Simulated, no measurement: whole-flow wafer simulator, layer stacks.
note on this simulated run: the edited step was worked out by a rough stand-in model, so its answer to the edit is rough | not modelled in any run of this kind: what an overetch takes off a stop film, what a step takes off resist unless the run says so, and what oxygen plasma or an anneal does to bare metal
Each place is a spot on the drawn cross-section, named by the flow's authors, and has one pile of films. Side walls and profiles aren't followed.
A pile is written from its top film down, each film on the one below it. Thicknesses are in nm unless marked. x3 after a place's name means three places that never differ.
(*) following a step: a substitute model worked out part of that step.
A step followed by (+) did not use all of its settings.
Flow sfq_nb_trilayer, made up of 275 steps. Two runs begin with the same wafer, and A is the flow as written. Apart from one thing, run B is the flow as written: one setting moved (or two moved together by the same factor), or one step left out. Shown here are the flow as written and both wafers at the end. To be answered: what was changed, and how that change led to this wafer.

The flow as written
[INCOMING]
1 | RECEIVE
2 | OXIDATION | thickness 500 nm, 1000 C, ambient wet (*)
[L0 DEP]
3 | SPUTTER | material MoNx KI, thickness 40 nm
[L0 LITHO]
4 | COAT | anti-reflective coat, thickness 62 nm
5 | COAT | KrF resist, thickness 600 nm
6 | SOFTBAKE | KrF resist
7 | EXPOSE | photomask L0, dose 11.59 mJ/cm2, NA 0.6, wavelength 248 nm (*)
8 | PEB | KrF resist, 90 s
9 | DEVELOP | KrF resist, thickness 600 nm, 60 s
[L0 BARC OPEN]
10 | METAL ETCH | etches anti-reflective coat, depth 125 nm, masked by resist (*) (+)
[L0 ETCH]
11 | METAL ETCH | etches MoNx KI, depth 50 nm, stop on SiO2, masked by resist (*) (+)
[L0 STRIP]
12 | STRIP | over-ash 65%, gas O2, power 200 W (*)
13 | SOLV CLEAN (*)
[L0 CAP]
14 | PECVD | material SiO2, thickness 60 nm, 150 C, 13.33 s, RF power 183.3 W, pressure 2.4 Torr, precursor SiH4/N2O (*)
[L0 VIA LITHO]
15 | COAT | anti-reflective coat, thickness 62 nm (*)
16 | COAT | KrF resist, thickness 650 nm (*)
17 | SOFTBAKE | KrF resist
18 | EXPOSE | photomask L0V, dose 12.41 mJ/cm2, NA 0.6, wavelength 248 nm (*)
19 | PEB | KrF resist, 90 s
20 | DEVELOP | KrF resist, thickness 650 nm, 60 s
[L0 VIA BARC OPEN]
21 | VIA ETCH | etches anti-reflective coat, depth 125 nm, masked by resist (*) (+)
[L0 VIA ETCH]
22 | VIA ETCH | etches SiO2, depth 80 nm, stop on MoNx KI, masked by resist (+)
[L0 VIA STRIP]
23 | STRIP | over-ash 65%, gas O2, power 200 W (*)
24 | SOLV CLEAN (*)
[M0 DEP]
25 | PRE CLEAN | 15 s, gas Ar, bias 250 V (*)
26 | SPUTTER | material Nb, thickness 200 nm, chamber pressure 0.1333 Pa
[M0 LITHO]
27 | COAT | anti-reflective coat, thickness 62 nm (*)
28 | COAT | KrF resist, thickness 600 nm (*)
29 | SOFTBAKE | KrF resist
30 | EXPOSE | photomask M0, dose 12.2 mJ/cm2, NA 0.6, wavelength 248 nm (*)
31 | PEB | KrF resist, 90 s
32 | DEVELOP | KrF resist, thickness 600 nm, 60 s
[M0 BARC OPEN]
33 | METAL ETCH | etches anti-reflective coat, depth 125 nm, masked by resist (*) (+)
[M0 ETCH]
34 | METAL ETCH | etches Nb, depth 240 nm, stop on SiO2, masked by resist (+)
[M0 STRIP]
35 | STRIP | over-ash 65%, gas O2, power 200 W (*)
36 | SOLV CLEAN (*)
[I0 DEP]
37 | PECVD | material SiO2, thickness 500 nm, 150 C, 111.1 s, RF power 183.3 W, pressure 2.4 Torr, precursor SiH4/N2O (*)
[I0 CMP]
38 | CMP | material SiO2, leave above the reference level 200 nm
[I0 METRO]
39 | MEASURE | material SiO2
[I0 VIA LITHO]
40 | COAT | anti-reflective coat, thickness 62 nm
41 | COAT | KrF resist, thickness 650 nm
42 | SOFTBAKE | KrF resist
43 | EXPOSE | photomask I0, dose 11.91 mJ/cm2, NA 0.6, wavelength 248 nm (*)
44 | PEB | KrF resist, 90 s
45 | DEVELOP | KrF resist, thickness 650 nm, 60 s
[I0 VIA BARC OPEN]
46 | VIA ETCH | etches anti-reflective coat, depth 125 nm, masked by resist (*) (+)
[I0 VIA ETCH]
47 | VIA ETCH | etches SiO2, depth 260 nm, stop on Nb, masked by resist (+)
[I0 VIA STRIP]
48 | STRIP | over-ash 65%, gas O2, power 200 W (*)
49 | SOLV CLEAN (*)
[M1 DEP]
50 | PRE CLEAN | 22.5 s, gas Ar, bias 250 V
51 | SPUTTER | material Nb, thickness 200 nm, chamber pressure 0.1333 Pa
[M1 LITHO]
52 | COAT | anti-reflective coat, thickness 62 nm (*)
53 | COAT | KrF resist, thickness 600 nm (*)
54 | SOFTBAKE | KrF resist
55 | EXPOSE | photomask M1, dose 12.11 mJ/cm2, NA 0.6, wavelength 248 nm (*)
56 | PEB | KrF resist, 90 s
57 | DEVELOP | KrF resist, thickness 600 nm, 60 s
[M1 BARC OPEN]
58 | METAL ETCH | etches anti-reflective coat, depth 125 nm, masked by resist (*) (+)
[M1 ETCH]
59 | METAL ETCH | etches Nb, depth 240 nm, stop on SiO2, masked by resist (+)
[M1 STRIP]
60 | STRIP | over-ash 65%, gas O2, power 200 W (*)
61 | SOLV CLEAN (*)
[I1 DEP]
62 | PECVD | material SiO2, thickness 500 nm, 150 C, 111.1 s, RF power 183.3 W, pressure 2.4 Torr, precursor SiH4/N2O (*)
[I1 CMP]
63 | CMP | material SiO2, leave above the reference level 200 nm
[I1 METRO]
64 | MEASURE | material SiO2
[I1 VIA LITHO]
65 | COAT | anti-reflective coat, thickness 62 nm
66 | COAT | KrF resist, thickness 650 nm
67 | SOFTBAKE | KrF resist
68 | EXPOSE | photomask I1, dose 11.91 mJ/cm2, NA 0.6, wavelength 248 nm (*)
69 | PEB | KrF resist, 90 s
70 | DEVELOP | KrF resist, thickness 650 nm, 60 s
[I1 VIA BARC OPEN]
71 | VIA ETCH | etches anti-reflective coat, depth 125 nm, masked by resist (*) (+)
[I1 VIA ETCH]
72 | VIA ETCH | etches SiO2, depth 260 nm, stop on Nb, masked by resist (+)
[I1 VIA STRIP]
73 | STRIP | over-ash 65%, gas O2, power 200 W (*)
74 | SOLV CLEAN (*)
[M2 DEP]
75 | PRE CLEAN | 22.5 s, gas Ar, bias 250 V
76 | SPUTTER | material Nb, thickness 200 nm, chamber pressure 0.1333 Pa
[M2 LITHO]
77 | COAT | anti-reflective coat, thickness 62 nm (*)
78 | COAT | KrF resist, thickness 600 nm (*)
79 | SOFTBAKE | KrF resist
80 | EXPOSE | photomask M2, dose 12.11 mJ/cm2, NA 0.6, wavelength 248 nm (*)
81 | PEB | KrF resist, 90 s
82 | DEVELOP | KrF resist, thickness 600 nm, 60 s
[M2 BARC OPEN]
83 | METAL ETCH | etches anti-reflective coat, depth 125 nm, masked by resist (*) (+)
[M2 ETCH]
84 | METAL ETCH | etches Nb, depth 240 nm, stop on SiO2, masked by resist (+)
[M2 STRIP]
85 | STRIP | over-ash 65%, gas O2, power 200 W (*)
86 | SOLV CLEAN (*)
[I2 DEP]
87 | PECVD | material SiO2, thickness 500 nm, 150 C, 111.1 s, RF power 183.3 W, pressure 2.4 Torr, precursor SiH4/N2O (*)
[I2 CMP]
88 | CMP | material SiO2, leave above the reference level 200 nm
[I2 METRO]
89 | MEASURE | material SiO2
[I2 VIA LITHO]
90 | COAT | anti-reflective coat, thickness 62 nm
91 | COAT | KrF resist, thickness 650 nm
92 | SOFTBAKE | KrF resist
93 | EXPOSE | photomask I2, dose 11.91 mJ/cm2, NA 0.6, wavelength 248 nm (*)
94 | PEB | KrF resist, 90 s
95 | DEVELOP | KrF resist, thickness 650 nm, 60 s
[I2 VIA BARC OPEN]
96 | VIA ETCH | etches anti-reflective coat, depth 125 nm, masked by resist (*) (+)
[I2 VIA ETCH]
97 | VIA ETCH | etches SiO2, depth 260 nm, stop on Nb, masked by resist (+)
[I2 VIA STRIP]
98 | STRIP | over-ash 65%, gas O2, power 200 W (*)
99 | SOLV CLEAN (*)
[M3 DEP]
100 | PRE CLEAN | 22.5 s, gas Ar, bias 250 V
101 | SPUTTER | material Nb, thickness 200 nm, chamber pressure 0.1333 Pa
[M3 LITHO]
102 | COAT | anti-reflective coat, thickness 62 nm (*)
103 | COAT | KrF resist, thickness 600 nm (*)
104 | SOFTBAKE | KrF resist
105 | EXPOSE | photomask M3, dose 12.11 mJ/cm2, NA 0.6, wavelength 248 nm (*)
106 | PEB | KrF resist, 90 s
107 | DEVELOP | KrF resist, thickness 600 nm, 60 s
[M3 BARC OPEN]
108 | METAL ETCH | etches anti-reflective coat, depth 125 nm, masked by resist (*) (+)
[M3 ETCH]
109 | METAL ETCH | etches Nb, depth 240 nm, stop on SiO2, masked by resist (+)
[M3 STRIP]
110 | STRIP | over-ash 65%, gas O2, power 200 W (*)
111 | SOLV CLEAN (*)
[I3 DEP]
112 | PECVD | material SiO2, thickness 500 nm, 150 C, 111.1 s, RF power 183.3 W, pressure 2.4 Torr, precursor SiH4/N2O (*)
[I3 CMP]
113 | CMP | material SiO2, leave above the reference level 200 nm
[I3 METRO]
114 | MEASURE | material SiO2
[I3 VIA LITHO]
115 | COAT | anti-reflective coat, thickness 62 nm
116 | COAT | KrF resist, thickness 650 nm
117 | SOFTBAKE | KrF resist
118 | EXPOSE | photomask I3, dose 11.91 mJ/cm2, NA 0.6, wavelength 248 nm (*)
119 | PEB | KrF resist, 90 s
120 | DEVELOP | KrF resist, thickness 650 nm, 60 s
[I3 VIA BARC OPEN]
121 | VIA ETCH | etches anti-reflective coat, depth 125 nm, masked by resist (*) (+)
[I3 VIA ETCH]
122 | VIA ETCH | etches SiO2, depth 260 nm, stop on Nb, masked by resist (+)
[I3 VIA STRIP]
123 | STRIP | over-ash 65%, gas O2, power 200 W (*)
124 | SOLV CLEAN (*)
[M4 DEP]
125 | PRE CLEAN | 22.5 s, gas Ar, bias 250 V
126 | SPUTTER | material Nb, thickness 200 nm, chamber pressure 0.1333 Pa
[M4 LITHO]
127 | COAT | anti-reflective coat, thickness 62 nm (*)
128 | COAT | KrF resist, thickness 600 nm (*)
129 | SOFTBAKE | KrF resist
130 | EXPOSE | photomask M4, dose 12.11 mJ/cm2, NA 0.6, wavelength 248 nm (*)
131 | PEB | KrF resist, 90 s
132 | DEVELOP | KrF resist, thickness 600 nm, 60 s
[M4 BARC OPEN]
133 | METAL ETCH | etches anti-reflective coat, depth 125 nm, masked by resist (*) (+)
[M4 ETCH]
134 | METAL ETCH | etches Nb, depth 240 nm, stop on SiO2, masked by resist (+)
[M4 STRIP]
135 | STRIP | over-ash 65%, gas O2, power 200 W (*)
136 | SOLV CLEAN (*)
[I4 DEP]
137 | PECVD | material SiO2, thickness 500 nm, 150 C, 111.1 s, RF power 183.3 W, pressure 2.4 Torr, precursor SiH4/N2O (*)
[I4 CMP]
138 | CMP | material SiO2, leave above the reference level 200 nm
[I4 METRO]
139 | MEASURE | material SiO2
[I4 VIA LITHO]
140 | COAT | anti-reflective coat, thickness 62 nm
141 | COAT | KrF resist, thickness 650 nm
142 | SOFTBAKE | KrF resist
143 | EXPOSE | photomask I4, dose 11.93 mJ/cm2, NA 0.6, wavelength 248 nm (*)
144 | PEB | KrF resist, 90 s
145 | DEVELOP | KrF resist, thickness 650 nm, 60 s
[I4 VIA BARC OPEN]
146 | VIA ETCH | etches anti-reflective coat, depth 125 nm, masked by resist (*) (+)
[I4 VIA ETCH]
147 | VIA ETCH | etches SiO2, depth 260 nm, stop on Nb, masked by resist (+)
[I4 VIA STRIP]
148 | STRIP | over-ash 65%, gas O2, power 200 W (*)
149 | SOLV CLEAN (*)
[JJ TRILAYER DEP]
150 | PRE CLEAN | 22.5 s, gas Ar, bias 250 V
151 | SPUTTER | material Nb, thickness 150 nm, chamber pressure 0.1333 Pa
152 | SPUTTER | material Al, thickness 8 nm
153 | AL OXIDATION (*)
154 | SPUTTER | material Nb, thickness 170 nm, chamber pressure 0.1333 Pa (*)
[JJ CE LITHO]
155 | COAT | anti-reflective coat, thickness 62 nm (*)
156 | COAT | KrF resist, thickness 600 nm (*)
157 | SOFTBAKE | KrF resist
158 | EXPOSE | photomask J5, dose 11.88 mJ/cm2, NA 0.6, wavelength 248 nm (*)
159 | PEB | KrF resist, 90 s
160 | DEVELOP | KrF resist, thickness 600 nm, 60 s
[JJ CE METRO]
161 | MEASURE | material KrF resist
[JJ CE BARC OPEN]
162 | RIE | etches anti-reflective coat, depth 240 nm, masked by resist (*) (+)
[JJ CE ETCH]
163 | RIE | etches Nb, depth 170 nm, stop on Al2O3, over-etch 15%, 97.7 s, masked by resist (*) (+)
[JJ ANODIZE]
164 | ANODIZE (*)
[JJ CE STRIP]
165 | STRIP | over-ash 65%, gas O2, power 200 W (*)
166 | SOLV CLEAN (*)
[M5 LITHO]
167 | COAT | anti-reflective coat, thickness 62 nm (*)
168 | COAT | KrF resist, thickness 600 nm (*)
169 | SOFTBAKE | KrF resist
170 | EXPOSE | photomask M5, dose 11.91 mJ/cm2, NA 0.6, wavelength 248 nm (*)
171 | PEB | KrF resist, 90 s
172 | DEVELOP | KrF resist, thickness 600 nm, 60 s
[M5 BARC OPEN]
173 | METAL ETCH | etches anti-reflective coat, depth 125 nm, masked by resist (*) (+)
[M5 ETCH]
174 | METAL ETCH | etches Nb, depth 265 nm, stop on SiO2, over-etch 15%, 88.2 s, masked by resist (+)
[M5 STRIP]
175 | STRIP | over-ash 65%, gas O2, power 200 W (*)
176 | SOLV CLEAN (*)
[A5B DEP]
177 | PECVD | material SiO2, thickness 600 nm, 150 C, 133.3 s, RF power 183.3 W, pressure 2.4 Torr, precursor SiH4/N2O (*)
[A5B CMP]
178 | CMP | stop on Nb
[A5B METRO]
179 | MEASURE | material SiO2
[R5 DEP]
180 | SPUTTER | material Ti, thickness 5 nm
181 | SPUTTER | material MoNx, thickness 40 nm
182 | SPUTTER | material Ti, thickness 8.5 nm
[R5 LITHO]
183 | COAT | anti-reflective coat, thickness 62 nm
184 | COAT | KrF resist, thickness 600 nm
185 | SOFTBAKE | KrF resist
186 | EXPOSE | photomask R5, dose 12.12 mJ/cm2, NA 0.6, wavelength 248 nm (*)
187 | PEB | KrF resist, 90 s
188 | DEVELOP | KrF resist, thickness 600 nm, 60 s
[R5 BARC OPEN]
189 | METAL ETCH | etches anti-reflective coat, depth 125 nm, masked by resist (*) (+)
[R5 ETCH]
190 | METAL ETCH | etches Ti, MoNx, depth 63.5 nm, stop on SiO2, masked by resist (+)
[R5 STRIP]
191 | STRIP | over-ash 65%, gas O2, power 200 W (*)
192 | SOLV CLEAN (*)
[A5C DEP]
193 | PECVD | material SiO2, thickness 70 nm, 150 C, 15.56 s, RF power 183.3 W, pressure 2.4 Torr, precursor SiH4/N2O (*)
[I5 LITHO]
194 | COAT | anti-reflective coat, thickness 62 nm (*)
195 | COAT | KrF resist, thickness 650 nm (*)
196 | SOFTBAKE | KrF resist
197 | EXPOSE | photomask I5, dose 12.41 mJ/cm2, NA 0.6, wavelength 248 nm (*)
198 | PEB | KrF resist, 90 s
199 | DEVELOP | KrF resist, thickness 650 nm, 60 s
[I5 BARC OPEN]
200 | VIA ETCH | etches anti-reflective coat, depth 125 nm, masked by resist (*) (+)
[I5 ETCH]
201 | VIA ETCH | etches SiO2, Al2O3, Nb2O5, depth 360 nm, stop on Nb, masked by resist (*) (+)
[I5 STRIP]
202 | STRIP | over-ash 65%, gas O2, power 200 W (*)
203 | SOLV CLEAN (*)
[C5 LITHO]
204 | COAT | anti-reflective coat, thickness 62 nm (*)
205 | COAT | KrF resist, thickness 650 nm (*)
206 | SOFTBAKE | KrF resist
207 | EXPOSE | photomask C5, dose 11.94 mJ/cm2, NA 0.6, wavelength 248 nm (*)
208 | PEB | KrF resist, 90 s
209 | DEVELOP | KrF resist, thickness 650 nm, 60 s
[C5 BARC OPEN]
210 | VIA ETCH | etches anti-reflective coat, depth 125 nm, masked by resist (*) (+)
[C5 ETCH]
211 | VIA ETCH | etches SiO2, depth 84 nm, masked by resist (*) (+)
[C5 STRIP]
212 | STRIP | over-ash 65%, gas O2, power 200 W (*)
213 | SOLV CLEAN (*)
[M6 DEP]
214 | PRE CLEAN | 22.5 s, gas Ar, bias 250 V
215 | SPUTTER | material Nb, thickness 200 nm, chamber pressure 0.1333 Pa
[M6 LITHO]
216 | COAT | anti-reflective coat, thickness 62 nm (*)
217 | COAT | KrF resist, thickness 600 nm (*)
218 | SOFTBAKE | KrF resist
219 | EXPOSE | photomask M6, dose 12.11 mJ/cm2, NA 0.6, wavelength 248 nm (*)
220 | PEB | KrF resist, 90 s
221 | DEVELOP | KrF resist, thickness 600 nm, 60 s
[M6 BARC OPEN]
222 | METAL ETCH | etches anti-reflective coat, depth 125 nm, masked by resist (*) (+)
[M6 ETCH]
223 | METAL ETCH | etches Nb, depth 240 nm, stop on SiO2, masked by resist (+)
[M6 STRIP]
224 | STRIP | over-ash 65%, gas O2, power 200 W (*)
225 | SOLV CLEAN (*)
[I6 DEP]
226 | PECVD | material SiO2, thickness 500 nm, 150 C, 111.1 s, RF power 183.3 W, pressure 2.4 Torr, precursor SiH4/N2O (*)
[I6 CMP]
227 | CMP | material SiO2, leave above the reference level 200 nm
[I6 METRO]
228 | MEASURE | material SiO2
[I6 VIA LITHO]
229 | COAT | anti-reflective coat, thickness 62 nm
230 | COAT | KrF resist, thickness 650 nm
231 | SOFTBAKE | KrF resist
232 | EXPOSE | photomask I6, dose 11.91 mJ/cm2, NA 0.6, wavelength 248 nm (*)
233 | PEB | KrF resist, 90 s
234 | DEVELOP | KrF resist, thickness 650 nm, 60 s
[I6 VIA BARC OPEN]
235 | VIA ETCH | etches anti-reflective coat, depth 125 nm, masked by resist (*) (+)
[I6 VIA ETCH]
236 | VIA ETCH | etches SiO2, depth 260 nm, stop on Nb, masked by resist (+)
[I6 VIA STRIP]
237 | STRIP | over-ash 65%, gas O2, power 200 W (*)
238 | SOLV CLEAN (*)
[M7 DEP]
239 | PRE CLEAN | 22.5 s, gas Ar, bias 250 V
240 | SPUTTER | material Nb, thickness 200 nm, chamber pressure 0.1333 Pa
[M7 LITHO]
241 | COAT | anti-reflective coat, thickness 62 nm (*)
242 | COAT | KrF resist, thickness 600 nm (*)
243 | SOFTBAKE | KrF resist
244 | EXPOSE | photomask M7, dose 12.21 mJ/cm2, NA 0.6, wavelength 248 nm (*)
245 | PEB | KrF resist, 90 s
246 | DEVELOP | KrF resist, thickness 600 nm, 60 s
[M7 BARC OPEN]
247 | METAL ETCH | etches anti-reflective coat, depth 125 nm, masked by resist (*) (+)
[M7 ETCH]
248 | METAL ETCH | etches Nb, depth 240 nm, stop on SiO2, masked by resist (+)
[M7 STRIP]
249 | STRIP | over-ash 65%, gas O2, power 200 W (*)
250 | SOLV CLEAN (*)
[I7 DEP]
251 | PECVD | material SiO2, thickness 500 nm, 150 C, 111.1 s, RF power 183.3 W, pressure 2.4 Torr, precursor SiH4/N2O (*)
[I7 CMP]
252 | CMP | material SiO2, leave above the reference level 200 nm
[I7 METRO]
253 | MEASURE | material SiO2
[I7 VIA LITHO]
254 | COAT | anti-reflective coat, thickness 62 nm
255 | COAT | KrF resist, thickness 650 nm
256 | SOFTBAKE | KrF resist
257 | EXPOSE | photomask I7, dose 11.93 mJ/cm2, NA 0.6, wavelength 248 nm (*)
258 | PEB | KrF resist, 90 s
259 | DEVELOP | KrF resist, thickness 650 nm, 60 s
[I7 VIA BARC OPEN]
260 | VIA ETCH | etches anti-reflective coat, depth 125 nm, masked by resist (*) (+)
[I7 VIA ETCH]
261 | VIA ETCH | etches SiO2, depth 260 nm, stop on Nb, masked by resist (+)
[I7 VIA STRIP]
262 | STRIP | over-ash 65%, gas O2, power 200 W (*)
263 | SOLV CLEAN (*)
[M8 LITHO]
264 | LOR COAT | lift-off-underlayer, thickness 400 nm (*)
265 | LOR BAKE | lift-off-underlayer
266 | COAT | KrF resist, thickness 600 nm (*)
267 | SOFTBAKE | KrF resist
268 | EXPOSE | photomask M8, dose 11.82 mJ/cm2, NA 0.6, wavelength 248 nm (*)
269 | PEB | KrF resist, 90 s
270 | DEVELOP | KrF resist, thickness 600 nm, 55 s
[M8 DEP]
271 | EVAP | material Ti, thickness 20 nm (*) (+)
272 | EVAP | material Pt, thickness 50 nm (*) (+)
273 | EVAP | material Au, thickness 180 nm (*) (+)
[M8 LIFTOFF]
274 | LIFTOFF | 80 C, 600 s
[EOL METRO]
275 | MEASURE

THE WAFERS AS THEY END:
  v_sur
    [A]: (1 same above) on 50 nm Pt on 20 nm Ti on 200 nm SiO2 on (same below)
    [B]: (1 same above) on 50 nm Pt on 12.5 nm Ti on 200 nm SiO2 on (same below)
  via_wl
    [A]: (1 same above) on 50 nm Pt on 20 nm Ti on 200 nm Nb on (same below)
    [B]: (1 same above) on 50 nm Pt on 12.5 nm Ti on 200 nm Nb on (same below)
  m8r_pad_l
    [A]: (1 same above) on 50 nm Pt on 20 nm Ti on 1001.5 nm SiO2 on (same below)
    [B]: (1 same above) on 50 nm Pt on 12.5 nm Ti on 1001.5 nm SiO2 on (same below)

Cause: step 271, EVAP: thickness 12.5 nm was run, whereas the flow has thickness 20 nm.
The wafer itself shows it: v_sur has Ti 12.5, and step 271 as written asks for 20 nm.

How this came from the change, step by step:
  271 | EVAP | material Ti, thickness 20 nm (*) (+)
      field_l, v_sur, via_wl and 103 more: A Ti gains 20 (new film) | B Ti gains 12.5 (new film)
  274 | LIFTOFF | 80 C, 600 s
      p4_fl, p4_fm, p4_w1 and 71 more: A Au loses 180 (all of it), Pt loses 50 (all of it), Ti loses 20 (all of it), KrF resist loses 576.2 (all of it), lift-off-underlayer loses 400 (all of it) | B Au loses 180 (all of it), Pt loses 50 (all of it), Ti loses 12.5 (all of it), KrF resist loses 576.2 (all of it), lift-off-underlayer loses 400 (all of it)
      c5j, ce_r: A Au loses 180 (all of it), Pt loses 50 (all of it), Ti loses 20 (all of it), KrF resist loses 573.3 (all of it), lift-off-underlayer loses 399.3 (all of it) | B Au loses 180 (all of it), Pt loses 50 (all of it), Ti loses 12.5 (all of it), KrF resist loses 573.3 (all of it), lift-off-underlayer loses 399.3 (all of it)
      (and at 19 other places as well)
